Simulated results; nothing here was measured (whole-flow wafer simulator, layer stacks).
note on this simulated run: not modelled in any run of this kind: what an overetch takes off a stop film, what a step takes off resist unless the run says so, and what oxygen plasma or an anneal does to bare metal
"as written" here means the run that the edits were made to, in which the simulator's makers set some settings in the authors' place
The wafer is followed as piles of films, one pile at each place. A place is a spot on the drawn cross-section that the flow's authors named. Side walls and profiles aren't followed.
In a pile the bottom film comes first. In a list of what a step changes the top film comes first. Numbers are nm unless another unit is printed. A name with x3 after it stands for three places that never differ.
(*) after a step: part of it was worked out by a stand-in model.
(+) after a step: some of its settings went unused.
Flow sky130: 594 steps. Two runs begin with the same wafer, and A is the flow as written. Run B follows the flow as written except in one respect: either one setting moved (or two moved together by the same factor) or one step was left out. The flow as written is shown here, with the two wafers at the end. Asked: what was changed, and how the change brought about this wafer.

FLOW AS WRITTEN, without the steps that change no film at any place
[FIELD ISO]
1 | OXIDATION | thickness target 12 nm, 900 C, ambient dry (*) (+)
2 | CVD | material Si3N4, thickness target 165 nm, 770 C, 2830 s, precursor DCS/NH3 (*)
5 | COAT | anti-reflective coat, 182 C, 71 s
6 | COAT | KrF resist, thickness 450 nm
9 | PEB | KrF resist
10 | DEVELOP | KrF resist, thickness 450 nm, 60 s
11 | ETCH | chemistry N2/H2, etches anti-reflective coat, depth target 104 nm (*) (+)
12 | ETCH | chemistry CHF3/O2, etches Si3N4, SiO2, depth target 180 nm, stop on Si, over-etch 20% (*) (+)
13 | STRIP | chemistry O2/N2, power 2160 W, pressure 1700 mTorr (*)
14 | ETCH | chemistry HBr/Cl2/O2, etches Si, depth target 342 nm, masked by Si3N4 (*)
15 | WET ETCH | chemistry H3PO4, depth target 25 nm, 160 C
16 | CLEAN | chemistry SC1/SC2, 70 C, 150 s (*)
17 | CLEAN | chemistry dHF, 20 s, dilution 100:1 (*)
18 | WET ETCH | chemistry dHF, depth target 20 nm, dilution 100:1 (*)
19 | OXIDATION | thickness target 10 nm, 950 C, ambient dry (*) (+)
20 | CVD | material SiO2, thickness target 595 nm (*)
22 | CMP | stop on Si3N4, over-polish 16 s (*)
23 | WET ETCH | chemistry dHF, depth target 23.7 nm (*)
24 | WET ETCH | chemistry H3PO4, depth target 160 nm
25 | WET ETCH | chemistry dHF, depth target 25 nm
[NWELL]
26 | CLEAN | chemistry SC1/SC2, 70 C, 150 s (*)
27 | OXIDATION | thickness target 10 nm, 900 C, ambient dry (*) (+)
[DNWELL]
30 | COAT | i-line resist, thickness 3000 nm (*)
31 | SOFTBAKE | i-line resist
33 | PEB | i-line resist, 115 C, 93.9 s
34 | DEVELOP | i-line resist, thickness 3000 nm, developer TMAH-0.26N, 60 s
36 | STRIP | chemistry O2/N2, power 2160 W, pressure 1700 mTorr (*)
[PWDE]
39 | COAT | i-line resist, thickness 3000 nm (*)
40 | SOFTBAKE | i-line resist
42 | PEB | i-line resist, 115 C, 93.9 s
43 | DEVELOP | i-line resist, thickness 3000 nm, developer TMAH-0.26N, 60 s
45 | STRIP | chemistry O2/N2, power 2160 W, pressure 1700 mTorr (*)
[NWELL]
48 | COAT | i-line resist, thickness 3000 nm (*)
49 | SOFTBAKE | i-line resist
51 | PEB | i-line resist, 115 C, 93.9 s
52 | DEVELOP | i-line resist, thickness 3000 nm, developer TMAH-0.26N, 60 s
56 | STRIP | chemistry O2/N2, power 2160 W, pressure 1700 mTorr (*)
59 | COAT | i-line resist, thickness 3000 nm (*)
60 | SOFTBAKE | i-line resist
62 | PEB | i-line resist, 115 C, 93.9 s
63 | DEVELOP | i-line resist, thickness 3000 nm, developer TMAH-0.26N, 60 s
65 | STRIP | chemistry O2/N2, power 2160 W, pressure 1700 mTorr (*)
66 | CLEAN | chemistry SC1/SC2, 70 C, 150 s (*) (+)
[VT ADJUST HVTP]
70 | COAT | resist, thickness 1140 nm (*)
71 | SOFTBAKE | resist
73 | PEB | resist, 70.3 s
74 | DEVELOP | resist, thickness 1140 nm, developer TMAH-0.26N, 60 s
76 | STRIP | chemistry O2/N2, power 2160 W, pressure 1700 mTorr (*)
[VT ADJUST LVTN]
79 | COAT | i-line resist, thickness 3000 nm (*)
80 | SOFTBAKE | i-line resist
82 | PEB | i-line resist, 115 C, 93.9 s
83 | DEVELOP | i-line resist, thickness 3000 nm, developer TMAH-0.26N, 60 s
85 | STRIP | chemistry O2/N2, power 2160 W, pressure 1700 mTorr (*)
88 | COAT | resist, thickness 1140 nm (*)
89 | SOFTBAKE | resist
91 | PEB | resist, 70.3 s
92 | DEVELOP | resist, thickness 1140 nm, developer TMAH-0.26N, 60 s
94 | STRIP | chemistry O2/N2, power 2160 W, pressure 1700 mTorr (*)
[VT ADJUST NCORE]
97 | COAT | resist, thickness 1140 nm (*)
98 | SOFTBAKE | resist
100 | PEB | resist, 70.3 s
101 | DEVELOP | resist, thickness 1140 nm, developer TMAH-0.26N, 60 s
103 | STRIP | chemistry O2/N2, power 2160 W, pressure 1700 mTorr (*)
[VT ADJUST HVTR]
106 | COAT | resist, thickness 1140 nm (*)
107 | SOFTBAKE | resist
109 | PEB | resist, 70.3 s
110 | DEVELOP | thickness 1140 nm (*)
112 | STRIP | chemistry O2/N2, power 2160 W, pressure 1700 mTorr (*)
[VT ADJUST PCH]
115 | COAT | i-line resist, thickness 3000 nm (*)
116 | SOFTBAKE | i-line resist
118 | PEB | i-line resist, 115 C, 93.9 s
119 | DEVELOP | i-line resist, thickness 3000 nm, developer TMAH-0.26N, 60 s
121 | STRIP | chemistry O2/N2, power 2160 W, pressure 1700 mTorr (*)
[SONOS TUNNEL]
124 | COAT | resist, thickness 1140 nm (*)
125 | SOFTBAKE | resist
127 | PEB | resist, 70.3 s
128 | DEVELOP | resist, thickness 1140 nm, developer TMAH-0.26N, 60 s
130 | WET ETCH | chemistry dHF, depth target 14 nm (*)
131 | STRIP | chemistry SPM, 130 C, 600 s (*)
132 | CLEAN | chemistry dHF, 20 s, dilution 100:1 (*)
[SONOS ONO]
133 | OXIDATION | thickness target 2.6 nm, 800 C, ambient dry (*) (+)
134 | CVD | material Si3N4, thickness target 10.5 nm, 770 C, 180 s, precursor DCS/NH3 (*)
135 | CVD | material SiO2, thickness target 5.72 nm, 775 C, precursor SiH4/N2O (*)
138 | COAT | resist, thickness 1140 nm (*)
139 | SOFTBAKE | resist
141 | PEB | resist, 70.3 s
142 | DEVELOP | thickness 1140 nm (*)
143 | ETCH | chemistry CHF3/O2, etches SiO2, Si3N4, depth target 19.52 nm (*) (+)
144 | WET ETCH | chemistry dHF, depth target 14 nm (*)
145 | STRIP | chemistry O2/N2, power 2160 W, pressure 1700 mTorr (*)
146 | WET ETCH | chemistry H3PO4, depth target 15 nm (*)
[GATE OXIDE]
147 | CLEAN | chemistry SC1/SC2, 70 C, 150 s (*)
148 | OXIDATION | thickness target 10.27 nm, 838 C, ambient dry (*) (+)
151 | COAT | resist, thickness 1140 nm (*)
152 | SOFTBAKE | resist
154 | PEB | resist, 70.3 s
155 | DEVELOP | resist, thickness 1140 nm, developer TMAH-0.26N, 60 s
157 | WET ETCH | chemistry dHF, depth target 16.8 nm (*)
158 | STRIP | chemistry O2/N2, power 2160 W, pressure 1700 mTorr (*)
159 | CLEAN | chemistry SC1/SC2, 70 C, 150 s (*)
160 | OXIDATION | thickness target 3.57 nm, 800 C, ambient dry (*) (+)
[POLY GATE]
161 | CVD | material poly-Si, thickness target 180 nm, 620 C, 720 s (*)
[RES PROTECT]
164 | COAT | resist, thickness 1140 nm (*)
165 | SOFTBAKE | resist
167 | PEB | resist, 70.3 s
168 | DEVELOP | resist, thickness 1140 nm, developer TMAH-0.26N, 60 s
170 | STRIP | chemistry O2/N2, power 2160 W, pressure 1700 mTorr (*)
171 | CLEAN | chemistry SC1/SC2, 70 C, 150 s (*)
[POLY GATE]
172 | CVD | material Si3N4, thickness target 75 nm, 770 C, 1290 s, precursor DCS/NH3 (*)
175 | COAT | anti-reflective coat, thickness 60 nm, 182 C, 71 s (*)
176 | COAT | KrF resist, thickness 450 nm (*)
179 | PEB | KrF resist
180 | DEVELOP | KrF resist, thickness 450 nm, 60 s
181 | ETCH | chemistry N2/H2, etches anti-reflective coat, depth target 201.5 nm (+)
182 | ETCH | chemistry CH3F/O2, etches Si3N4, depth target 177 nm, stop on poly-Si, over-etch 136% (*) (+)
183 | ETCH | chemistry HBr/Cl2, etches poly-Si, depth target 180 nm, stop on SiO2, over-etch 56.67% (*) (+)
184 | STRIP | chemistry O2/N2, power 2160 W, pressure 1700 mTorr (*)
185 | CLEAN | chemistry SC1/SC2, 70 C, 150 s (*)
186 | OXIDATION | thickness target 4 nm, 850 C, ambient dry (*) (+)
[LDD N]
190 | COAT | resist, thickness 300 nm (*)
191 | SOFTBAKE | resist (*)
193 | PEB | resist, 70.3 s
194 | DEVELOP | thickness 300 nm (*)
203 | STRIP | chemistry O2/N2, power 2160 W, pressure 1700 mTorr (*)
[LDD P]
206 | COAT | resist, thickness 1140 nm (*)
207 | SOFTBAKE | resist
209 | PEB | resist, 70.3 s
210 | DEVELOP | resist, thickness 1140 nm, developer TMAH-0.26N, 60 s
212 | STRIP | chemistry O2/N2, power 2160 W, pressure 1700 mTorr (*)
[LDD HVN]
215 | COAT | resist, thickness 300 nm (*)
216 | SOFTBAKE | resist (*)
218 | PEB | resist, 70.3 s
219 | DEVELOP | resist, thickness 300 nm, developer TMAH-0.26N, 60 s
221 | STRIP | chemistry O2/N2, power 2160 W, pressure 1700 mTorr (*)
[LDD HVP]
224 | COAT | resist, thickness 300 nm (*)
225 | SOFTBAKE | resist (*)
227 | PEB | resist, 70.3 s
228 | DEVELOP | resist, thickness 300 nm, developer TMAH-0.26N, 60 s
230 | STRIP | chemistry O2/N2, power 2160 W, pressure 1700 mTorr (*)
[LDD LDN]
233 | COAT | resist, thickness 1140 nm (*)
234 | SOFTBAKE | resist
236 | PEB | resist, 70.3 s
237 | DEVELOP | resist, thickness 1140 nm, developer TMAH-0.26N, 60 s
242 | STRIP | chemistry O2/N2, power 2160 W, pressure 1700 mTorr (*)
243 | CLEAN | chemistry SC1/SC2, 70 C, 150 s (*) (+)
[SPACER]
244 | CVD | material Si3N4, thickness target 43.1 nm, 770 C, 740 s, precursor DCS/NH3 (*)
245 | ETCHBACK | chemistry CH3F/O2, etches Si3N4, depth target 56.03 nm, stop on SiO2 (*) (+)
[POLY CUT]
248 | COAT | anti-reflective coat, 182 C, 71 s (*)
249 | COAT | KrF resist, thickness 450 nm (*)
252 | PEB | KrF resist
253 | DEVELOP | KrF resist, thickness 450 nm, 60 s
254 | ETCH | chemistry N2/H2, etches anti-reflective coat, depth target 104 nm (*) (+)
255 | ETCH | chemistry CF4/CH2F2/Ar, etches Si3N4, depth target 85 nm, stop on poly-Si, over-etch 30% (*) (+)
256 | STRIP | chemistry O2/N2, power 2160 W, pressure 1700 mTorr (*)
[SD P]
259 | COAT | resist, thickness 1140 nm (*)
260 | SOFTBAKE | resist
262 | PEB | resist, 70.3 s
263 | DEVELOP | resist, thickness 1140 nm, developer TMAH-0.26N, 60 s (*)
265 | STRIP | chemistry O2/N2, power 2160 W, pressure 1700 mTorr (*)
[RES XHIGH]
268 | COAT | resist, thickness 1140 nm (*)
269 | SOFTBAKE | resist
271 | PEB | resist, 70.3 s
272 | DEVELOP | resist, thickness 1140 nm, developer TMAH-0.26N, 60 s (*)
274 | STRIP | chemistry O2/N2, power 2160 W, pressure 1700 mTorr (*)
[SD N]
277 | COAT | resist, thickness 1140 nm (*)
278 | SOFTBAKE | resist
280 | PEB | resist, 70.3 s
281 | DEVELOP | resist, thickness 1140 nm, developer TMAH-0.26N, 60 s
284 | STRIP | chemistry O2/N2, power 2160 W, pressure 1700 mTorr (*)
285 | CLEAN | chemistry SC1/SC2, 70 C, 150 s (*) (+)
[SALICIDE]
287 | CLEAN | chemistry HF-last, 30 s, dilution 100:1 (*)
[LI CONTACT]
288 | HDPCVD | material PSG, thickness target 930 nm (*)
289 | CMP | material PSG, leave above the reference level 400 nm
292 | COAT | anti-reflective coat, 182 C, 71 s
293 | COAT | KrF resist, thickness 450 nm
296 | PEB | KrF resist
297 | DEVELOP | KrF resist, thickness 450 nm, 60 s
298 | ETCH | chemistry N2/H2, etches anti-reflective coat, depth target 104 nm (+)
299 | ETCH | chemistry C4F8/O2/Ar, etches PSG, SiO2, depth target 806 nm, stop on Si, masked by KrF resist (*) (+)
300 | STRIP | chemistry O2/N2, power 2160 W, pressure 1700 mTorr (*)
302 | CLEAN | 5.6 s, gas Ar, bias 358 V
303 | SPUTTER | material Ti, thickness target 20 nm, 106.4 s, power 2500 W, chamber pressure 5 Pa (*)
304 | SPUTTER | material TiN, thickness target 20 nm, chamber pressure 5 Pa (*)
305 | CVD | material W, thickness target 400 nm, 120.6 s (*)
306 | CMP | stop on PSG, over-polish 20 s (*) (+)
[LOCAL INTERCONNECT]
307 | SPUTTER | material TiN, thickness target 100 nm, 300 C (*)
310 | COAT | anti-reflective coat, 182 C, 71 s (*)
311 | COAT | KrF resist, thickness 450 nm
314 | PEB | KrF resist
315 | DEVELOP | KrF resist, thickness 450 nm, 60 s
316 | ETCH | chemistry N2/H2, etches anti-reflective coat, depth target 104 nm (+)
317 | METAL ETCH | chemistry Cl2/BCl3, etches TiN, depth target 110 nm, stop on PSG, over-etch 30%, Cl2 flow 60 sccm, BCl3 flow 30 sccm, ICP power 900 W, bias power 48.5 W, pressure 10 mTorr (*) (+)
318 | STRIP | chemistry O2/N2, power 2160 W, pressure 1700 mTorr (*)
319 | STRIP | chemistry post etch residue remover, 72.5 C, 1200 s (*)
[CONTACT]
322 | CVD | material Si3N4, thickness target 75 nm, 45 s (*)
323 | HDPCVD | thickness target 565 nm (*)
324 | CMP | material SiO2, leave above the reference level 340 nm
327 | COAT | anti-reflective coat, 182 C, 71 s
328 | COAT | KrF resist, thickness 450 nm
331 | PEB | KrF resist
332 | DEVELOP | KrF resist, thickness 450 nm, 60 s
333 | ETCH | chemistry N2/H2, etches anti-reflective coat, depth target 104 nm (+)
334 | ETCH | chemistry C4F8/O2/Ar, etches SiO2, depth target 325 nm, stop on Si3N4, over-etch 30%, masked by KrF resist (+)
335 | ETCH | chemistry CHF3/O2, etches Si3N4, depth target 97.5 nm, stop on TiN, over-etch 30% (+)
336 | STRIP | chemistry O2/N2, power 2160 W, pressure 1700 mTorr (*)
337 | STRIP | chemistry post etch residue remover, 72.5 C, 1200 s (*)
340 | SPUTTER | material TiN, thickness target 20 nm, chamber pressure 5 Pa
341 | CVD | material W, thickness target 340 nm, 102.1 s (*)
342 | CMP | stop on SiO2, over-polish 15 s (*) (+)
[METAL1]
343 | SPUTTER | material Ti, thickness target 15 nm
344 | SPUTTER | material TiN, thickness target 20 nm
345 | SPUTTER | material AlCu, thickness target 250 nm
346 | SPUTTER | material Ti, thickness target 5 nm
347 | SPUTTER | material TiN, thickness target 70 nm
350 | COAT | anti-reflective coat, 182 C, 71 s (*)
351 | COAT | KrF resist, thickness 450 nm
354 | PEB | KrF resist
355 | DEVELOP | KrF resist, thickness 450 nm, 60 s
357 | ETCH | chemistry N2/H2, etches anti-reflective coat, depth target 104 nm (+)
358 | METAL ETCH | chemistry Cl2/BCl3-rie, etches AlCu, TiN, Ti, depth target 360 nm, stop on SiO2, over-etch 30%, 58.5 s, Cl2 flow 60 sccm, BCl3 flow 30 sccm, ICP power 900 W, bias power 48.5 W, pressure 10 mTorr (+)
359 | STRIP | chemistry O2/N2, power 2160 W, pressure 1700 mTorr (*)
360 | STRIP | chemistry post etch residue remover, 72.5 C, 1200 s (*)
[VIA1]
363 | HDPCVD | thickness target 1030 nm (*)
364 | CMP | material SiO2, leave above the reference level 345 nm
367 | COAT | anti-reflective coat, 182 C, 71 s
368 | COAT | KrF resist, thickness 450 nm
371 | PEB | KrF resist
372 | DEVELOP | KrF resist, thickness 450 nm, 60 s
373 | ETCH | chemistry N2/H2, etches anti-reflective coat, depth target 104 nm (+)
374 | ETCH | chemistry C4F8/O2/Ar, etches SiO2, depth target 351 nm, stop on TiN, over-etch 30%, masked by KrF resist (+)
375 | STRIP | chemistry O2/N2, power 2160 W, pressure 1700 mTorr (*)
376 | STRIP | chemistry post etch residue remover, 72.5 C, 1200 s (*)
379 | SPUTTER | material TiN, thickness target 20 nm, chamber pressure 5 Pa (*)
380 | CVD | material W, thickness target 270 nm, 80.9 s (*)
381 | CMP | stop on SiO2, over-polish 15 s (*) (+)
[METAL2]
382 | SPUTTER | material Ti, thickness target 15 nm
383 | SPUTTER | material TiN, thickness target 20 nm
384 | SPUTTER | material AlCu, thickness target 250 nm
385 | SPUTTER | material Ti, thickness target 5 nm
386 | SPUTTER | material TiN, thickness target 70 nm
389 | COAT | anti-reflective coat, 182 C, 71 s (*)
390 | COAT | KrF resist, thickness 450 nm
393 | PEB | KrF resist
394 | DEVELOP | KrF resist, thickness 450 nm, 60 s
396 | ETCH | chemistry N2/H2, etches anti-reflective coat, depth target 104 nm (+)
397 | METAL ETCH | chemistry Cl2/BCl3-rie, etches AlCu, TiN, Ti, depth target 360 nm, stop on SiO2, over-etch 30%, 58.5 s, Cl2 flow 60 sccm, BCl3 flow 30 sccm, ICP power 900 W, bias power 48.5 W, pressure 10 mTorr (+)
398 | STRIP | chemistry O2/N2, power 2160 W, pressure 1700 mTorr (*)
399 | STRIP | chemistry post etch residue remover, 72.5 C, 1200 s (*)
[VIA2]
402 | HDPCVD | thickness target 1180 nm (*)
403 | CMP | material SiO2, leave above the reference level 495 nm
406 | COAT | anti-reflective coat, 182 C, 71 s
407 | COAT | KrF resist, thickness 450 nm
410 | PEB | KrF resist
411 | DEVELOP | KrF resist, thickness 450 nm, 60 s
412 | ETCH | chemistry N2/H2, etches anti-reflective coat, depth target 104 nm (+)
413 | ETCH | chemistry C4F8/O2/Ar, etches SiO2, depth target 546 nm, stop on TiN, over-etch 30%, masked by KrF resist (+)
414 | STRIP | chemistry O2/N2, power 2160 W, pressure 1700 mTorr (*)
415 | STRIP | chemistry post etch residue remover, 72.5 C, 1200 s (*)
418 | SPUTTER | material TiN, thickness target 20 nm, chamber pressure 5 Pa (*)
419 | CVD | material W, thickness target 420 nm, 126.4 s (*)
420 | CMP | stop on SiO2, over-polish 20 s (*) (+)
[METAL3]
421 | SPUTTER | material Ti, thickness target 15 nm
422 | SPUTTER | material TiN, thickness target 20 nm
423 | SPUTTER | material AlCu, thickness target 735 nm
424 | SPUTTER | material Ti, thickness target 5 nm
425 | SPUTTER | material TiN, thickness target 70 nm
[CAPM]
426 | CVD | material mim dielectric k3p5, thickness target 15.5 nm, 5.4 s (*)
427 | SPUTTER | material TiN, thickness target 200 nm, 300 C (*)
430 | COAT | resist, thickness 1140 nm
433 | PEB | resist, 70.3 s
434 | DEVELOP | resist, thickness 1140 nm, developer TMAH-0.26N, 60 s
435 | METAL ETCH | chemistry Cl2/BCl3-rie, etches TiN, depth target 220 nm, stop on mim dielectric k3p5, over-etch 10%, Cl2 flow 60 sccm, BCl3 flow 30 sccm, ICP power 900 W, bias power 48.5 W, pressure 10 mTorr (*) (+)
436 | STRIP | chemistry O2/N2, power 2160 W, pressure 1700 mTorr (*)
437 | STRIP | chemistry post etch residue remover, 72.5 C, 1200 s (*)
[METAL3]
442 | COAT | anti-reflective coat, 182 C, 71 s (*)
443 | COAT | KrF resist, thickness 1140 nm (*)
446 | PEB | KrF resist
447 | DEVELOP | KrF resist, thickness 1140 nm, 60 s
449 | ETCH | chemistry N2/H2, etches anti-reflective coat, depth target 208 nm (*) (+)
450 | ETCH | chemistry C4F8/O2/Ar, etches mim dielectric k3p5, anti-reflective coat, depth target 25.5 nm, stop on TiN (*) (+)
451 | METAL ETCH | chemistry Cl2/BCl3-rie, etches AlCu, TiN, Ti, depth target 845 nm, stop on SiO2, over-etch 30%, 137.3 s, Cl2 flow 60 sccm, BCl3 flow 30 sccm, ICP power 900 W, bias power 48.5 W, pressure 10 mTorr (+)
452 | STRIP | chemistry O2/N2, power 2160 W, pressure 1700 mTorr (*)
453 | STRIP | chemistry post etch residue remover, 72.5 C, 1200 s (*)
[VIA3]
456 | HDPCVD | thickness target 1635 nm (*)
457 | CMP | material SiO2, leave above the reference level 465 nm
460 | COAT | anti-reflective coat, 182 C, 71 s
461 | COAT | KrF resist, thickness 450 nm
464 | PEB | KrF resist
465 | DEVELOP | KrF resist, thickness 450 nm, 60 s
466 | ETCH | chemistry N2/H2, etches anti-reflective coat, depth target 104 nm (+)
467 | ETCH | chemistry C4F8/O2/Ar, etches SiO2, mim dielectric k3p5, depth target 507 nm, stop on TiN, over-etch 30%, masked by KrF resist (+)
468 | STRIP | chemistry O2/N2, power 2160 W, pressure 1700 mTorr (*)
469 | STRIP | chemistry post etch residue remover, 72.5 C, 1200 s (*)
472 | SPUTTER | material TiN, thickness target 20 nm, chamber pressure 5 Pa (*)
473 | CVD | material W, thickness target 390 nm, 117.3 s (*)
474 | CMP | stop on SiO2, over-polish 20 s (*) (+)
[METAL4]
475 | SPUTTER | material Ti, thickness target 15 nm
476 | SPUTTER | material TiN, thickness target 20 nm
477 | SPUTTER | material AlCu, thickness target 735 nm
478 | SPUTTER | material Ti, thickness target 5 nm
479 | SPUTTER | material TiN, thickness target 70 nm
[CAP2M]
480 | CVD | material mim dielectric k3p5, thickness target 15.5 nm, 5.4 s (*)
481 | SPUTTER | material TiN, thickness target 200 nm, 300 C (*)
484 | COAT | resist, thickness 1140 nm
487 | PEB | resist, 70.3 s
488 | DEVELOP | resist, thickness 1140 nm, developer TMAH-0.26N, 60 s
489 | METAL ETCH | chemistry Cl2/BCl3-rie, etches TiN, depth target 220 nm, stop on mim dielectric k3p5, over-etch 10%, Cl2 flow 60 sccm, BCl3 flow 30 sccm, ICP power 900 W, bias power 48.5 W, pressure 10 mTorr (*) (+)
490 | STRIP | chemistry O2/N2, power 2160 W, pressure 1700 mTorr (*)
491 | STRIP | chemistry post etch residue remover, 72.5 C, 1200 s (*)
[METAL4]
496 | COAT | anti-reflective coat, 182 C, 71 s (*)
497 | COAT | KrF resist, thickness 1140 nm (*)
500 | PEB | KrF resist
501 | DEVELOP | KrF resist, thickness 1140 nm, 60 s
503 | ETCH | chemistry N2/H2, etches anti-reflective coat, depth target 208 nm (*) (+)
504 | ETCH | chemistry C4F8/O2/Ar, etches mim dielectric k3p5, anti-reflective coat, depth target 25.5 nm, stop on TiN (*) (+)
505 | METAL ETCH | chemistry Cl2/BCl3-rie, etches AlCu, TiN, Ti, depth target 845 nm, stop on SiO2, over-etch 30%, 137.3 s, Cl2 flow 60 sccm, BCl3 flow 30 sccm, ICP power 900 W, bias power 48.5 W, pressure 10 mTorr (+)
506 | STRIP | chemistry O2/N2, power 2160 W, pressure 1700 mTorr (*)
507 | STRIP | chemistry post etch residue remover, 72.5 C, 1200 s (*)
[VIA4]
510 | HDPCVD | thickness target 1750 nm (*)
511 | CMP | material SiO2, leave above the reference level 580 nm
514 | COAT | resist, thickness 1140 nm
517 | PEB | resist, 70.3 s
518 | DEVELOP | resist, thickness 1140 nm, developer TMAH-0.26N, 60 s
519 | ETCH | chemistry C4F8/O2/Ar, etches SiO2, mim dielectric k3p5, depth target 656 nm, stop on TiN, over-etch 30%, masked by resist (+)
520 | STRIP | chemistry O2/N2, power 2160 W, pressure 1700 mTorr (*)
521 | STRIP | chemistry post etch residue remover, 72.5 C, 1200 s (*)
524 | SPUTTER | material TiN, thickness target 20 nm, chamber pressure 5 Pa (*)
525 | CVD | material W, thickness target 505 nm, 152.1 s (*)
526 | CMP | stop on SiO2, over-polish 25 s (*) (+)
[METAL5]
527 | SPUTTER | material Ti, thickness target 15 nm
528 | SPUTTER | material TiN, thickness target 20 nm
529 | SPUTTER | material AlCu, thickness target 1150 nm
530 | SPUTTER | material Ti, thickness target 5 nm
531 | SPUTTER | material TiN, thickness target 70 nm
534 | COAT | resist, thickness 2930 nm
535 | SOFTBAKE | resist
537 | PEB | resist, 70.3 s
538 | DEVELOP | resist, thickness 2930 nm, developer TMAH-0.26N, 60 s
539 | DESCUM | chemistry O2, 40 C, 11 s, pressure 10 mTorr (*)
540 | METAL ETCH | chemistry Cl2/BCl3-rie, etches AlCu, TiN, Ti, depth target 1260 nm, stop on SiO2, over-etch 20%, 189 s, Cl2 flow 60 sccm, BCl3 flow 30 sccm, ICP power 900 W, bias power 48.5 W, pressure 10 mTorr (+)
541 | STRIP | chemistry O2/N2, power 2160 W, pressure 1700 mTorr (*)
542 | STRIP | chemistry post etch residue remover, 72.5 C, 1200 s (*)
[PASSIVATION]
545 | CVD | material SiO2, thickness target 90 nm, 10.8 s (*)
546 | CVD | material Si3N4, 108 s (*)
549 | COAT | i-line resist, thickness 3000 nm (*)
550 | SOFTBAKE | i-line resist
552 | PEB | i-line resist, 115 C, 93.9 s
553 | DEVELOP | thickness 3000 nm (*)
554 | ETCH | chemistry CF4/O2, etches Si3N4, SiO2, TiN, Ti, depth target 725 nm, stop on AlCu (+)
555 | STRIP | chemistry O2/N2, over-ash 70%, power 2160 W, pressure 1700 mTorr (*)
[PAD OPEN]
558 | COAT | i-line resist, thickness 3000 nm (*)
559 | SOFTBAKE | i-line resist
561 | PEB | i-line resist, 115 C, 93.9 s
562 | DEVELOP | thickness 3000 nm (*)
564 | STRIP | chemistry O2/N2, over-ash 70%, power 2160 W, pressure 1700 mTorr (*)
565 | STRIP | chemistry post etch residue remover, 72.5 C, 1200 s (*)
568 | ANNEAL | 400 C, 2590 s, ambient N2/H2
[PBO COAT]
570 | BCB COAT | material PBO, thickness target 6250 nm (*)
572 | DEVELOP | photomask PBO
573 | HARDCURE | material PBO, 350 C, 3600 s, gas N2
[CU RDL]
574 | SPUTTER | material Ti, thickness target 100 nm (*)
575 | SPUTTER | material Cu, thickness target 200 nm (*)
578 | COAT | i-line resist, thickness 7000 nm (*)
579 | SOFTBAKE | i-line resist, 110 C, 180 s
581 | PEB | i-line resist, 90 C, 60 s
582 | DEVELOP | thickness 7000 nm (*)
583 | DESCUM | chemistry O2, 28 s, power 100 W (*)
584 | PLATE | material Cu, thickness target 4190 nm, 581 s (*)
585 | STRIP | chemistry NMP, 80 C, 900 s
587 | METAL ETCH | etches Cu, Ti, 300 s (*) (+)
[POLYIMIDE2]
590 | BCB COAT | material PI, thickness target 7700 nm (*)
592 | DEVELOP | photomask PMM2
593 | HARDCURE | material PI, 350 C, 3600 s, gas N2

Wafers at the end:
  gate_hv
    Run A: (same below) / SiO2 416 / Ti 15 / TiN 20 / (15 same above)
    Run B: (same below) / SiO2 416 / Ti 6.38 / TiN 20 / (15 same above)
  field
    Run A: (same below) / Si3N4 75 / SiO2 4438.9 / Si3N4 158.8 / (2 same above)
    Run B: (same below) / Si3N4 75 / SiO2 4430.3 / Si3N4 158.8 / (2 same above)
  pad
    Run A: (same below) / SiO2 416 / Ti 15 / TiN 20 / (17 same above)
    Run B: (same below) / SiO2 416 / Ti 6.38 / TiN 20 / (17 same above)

The reason: step 421, SPUTTER: thickness target 6.38 nm was run, while the flow as written has thickness target 15 nm.
The wafer itself shows it: gate_hv has Ti 6.38, and step 421 as written asks for 15 nm.

Step by step, how the change led to this:
  421 | SPUTTER | material Ti, thickness target 15 nm
      field, active, n_well and 188 more: A Ti gains 15 (new film) | B Ti gains 6.38 (new film)
  451 | METAL ETCH | chemistry Cl2/BCl3-rie, etches AlCu, TiN, Ti, depth target 845 nm, stop on SiO2, over-etch 30%, 137.3 s, Cl2 flow 60 sccm, BCl3 flow 30 sccm, ICP power 900 W, bias power 48.5 W, pressure 10 mTorr (+)
      field, gate, spacer and 68 more: A TiN loses 70 (all of it), Ti loses 5 (all of it), AlCu loses 735 (all of it), TiN loses 20 (all of it), Ti loses 15 (all of it), SiO2 loses 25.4 | B TiN loses 70 (all of it), Ti loses 5 (all of it), AlCu loses 735 (all of it), TiN loses 20 (all of it), Ti loses 6.38 (all of it), SiO2 loses 26.2
      active, vpp_ln, vpp_iso2 and 11 more: A TiN loses 70 (all of it), Ti loses 5 (all of it), AlCu loses 735 (all of it), TiN loses 20 (all of it), Ti loses 15 (all of it), SiO2 loses 25.3 | B TiN loses 70 (all of it), Ti loses 5 (all of it), AlCu loses 735 (all of it), TiN loses 20 (all of it), Ti loses 6.38 (all of it), SiO2 loses 26.2
  457 | CMP | material SiO2, leave above the reference level 465 nm
      field, active, gate and 82 more: A SiO2 loses 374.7 | B SiO2 loses 382.4
